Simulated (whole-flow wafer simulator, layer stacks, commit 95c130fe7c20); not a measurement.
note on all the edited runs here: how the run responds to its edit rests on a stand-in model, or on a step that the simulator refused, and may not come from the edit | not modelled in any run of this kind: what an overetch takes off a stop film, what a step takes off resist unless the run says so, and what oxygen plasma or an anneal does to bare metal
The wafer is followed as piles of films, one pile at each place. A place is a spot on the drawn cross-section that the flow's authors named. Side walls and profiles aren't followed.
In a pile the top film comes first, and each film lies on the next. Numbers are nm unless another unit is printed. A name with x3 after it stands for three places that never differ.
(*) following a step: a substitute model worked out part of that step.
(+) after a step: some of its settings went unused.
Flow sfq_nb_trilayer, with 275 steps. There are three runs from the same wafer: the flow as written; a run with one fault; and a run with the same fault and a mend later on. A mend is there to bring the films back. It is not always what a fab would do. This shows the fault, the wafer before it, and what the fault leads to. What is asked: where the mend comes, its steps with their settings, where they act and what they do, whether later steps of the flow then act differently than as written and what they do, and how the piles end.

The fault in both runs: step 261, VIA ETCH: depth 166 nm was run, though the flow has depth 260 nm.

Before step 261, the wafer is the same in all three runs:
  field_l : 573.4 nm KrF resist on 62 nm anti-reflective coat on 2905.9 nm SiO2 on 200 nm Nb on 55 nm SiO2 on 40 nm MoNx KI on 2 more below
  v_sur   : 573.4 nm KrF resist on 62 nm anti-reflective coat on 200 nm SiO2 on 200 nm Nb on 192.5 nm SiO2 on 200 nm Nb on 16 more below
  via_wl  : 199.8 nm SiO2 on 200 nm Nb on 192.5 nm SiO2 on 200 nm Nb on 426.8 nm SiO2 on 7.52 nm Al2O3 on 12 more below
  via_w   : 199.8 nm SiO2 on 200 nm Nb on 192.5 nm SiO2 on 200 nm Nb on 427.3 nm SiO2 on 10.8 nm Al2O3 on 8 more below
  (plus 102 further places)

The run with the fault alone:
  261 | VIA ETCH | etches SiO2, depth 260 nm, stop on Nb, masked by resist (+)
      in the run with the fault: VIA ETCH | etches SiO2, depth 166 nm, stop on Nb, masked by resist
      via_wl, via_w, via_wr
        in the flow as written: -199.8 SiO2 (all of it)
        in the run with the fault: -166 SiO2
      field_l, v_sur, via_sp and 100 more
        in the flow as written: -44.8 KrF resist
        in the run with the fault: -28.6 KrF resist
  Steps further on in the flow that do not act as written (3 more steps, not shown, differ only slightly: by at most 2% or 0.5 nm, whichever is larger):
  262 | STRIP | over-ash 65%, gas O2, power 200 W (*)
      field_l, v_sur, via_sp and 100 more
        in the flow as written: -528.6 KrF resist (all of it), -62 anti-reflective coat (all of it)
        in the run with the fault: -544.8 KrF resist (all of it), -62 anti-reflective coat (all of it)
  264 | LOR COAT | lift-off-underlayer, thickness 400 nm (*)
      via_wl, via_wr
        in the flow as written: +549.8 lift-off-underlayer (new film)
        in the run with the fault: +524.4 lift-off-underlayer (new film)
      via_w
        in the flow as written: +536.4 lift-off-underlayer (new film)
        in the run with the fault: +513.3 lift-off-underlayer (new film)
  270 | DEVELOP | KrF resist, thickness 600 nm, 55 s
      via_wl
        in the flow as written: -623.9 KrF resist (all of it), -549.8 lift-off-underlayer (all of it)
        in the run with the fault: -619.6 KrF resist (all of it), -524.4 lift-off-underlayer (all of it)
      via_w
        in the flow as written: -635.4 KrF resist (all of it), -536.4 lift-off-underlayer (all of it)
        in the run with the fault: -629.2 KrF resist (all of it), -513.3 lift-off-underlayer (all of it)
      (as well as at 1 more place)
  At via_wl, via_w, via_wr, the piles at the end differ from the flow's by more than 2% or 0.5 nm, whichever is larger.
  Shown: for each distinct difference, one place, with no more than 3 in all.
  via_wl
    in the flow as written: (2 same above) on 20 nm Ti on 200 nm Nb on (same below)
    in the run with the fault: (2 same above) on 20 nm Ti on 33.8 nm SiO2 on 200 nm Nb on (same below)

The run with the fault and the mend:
  The mend stands after step 262.
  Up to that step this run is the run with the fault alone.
  262a | COAT | anti-reflective coat, thickness 62 nm (*) (a further turn of the flow's step 254)
      p4_fl x3, p4_w1 x9, p4_g1 x2 and 63 more
        +62 anti-reflective coat (new film)
      res, r_end, moat and 8 more
        +61.7 anti-reflective coat (new film)
      c5j, ce_r, sp_r, be_r, r_sur
        +61.6 anti-reflective coat (new film)
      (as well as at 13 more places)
  262b | COAT | KrF resist, thickness 650 nm (*) (a further turn of the flow's step 255)
      p4_fl x3, p4_w1 x9, p4_g1 x2 and 63 more
        +650 KrF resist (new film)
      field_r, lsp_l, ln_m5, lsp_m, ln_m6, lsp_r, l0_sur
        +649.4 KrF resist (new film)
      res, r_end, moat, l0v
        +649.3 KrF resist (new film)
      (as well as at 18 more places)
  262c | SOFTBAKE | KrF resist (a further turn of the flow's step 256)
      does not change any film at any place that is followed
  262d | EXPOSE | photomask I7, dose 11.93 mJ/cm2, NA 0.6, wavelength 248 nm (*) (a further turn of the flow's step 257)
      does not change any film at any place that is followed
  262e | PEB | KrF resist, 90 s (a further turn of the flow's step 258)
      c5j, ce_r, sp_r and 90 more
        -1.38 KrF resist
      v_sur, wire, be, be_sur, gap, jj_sur, ce_l
        -1.37 KrF resist
      via_wl, via_wr
        -1.55 KrF resist
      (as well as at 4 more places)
  262f | DEVELOP | KrF resist, thickness 650 nm, 60 s (a further turn of the flow's step 259)
      field_l, v_sur, via_sp and 100 more
        -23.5 KrF resist
      via_wl
        -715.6 KrF resist (all of it)
      via_w
        -761.8 KrF resist (all of it)
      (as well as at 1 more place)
  262g | VIA ETCH | etches anti-reflective coat, depth 125 nm, masked by resist (+) (a further turn of the flow's step 260)
      field_l, v_sur, via_sp and 100 more
        -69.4 KrF resist
      via_wl, via_wr
        -125 anti-reflective coat
      via_w
        -79.6 anti-reflective coat (all of it), -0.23 SiO2
  262h | VIA ETCH | etches SiO2, depth 94 nm, stop on Nb, masked by resist (*) (+) (a further turn of the flow's step 261, with different settings)
      field_l, v_sur, via_sp and 100 more
        -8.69 KrF resist
      via_wl, via_wr
        -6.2 anti-reflective coat (all of it), -33.8 SiO2 (all of it)
      via_w
        -33.6 SiO2 (all of it)
  262i | STRIP | over-ash 65%, gas O2, power 200 W (*) (a further turn of the flow's step 262)
      p4_fl x3, p4_w1 x9, p4_g1 x2 and 63 more
        -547 KrF resist (all of it), -62 anti-reflective coat (all of it)
      res, r_end, moat, field_r, l0_sur, l0v
        -546.3 KrF resist (all of it), -61.7 anti-reflective coat (all of it)
      lsp_l, ln_m5, lsp_m, ln_m6, lsp_r
        -546.4 KrF resist (all of it), -61.7 anti-reflective coat (all of it)
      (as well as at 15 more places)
  Later steps of the flow that are run all act as written at every place that is followed.
  The piles end the same as the flow's at every place that both follow.
